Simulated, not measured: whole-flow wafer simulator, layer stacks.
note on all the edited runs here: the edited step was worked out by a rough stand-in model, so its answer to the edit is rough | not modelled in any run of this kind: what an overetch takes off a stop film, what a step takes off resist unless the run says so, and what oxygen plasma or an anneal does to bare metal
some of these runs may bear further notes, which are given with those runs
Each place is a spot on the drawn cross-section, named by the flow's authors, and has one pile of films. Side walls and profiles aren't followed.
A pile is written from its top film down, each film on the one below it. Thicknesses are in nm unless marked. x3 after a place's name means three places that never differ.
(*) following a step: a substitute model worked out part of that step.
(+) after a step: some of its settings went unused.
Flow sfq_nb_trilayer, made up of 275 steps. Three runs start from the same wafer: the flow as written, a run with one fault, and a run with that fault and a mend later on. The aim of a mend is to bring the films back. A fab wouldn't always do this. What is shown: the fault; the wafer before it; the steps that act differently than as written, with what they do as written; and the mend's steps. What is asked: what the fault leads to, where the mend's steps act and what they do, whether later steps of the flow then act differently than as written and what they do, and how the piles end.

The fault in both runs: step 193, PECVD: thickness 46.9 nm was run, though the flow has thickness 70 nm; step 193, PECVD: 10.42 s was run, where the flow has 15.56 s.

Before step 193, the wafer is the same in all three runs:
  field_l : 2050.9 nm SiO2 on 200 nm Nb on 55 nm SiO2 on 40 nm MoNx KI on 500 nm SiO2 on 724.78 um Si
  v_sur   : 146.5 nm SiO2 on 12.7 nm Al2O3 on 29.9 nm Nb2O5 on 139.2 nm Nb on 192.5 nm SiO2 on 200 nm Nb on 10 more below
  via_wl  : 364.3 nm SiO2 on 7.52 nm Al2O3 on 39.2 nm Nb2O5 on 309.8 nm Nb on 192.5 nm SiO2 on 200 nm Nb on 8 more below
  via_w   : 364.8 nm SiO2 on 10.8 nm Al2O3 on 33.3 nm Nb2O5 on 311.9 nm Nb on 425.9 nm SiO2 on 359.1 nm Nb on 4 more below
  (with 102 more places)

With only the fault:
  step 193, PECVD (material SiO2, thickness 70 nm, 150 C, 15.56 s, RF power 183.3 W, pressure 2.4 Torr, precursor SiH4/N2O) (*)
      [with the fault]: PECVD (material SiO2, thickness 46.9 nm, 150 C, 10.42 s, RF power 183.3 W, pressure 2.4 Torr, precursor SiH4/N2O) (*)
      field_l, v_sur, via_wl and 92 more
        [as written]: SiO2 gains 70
        [with the fault]: SiO2 gains 46.9
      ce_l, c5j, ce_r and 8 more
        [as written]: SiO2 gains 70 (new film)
        [with the fault]: SiO2 gains 46.9 (new film)
  Steps later in the flow that act otherwise than as written (10 more steps, not shown, differ only slightly: by at most 2% or 0.5 nm, whichever is larger):
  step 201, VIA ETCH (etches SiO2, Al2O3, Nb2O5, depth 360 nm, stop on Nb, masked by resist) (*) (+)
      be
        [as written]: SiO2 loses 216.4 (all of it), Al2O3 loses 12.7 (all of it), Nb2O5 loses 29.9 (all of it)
        [with the fault]: SiO2 loses 193.3 (all of it), Al2O3 loses 12.7 (all of it), Nb2O5 loses 29.9 (all of it)
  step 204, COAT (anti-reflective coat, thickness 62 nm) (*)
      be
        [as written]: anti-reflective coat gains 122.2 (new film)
        [with the fault]: anti-reflective coat gains 118.8 (new film)
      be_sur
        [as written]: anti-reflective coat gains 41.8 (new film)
        [with the fault]: anti-reflective coat gains 42.7 (new film)
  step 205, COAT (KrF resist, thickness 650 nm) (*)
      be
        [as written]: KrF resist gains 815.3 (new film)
        [with the fault]: KrF resist gains 798.8 (new film)
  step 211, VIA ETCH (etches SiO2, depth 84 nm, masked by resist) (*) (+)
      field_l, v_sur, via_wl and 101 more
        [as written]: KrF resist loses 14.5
        [with the fault]: KrF resist loses 12.1
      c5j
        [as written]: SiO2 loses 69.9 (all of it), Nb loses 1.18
        [with the fault]: SiO2 loses 46.8 (all of it), Nb loses 1.95
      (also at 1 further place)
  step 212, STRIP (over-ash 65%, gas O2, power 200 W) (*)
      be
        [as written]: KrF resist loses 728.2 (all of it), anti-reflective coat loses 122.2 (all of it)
        [with the fault]: KrF resist loses 714.1 (all of it), anti-reflective coat loses 118.8 (all of it)
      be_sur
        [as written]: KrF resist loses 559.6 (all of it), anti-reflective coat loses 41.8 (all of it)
        [with the fault]: KrF resist loses 563.4 (all of it), anti-reflective coat loses 42.7 (all of it)
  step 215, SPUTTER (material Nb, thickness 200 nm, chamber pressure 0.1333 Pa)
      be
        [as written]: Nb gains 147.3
        [with the fault]: Nb gains 152.6
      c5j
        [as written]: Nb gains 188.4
        [with the fault]: Nb gains 194.8
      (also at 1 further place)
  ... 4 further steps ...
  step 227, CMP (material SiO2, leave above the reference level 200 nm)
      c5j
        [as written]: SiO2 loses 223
        [with the fault]: SiO2 loses 237
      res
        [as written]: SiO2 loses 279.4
        [with the fault]: SiO2 loses 307
  At v_sur, via_wl, via_w and 61 more, the piles at the end differ from the flow's by more than 2% or 0.5 nm, whichever is larger.
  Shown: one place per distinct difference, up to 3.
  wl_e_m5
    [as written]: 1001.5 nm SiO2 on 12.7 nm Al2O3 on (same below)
    [with the fault]: 978.4 nm SiO2 on 12.7 nm Al2O3 on (same below)
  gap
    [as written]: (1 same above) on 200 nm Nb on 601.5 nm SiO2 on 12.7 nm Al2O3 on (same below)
    [with the fault]: (1 same above) on 200 nm Nb on 578.4 nm SiO2 on 12.7 nm Al2O3 on (same below)
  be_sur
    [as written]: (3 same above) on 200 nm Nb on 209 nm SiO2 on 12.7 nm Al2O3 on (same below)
    [with the fault]: (3 same above) on 200 nm Nb on 185.9 nm SiO2 on 12.7 nm Al2O3 on (same below)

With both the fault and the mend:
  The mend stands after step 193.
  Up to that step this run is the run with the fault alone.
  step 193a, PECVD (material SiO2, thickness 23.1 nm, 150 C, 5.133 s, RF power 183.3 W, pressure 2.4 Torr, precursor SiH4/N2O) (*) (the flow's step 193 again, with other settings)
      field_l, v_sur, via_wl and 103 more
        SiO2 gains 23.1
  Every later step of the flow that is run acts as written, at every place that is followed, to within 2% or 0.5 nm, whichever is larger.
  At every place that both follow, the piles at the end match the flow's.
